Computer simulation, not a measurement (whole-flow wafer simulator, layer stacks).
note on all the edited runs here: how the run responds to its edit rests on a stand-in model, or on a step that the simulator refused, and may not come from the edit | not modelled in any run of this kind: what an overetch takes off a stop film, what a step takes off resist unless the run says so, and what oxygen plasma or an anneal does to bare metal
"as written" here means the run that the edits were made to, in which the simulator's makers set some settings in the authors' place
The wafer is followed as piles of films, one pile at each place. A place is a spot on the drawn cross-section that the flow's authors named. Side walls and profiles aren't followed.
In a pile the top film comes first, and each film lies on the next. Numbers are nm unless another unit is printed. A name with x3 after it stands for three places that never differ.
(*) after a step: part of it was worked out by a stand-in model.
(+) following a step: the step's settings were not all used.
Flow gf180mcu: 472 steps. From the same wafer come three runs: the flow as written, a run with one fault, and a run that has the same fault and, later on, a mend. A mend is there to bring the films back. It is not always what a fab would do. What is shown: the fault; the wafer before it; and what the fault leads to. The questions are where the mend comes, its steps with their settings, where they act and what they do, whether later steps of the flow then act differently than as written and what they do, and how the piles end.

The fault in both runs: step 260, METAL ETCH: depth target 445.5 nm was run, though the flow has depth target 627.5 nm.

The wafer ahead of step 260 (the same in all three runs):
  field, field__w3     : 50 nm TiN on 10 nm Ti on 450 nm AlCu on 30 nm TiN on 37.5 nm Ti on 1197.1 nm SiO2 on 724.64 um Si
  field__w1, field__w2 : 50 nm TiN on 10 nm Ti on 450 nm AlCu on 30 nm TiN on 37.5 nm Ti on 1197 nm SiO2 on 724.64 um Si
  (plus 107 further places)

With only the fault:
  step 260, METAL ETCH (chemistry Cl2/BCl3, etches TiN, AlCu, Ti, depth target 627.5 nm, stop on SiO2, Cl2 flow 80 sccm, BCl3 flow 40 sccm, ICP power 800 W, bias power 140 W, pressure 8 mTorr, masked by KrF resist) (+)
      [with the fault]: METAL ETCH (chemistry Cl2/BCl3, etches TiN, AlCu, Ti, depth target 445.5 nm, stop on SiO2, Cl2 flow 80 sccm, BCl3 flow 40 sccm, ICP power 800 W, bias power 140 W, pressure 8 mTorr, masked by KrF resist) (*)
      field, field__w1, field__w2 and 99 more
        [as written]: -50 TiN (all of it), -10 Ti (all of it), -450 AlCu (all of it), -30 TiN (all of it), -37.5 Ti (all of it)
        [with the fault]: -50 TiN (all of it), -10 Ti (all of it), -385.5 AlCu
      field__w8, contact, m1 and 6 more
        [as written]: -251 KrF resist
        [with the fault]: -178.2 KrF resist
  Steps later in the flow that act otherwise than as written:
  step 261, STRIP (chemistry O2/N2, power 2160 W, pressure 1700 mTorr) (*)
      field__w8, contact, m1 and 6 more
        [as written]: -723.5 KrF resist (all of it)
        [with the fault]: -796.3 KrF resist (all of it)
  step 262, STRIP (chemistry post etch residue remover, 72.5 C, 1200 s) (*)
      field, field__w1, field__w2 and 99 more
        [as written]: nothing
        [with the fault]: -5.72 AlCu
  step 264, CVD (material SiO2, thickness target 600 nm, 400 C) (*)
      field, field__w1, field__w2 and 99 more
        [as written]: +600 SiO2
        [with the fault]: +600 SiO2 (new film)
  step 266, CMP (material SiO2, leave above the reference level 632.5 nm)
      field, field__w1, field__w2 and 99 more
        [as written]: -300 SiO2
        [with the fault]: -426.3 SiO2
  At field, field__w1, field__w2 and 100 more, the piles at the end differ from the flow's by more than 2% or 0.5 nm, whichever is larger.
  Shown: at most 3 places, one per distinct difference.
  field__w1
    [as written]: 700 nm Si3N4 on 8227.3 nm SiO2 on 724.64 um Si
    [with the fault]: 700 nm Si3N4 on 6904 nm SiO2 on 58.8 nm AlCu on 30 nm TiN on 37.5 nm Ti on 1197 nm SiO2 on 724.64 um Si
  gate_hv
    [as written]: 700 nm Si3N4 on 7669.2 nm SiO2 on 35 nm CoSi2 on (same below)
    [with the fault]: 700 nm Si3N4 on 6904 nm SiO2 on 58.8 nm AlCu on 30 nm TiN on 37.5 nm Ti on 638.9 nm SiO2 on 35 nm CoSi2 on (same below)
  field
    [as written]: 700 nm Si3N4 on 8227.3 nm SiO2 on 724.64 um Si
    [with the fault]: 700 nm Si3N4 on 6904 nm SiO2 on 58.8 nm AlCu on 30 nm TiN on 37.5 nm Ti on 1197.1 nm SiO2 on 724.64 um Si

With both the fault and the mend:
  After step 262 comes the mend.
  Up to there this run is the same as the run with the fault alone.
  step 262a, DEHYDRATE (200 C, 60 s) (a further turn of the flow's step 253)
      leaves every film unchanged at each place that is followed
  step 262b, HMDS (120 C, 60 s) (a further turn of the flow's step 254)
      leaves every film unchanged at each place that is followed
  step 262c, COAT (KrF resist, thickness 1000 nm) (*) (a further turn of the flow's step 255)
      iso_ptap_pw, iso_ntap_nw, iso_nw_fld and 33 more
        +1000 KrF resist (new film)
      field__w6, field_sub, field_sub__w1 and 18 more
        +1002.6 KrF resist (new film)
      field__w11, field__w13, p_well and 7 more
        +1003 KrF resist (new film)
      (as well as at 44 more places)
  step 262d, SOFTBAKE (KrF resist) (a further turn of the flow's step 256)
      leaves every film unchanged at each place that is followed
  step 262e, EXPOSE (photomask Metal1) (a further turn of the flow's step 257)
      leaves every film unchanged at each place that is followed
  step 262f, PEB (KrF resist, 135 C, 90 s) (a further turn of the flow's step 258)
      field__w1, field__w2, field__w3 and 56 more
        -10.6 KrF resist
      iso_ptap_pw, iso_ntap_nw, iso_nw_fld and 33 more
        -10.5 KrF resist
      gate_hv, sd_p, nw_sep_fld
        -10.7 KrF resist
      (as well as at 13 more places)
  step 262g, DEVELOP (thickness 1000 nm, 60 s) (a further turn of the flow's step 259)
      iso_ptap_pw, iso_ntap_nw, iso_nw_fld and 33 more
        -989.5 KrF resist (all of it)
      field_sub, field_sub__w1, field_sub__w2 and 14 more
        -992.1 KrF resist (all of it)
      field__w6, active_nat, gate_nat and 6 more
        -992 KrF resist (all of it)
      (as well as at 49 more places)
  step 262h, METAL ETCH (chemistry Cl2/BCl3, etches TiN, AlCu, Ti, depth target 182 nm, stop on SiO2, Cl2 flow 80 sccm, BCl3 flow 40 sccm, ICP power 800 W, bias power 140 W, pressure 8 mTorr, masked by KrF resist) (+) (a further turn of the flow's step 260, with different settings)
      field, field__w1, field__w2 and 99 more
        -58.8 AlCu (all of it), -30 TiN (all of it), -37.5 Ti (all of it)
      field__w8, contact, m1 and 6 more
        -72.8 KrF resist
  step 262i, STRIP (chemistry O2/N2, power 2160 W, pressure 1700 mTorr) (*) (a further turn of the flow's step 261)
      field__w8
        -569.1 KrF resist (all of it)
      contact
        -567.2 KrF resist (all of it)
      m1
        -569.9 KrF resist (all of it)
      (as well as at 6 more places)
  step 262j, STRIP (chemistry post etch residue remover, 72.5 C, 1200 s) (*) (a further turn of the flow's step 262)
      field__w8, contact, m1 and 6 more
        -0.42 TiN
  None of the later steps of the flow differs from how it acts as written, at any place that is followed, by more than 2% or 0.5 nm, whichever is larger.
  When the end is reached, the piles differ only a little from the flow's at the places that both follow, at most by 2% or 0.5 nm, whichever is larger.
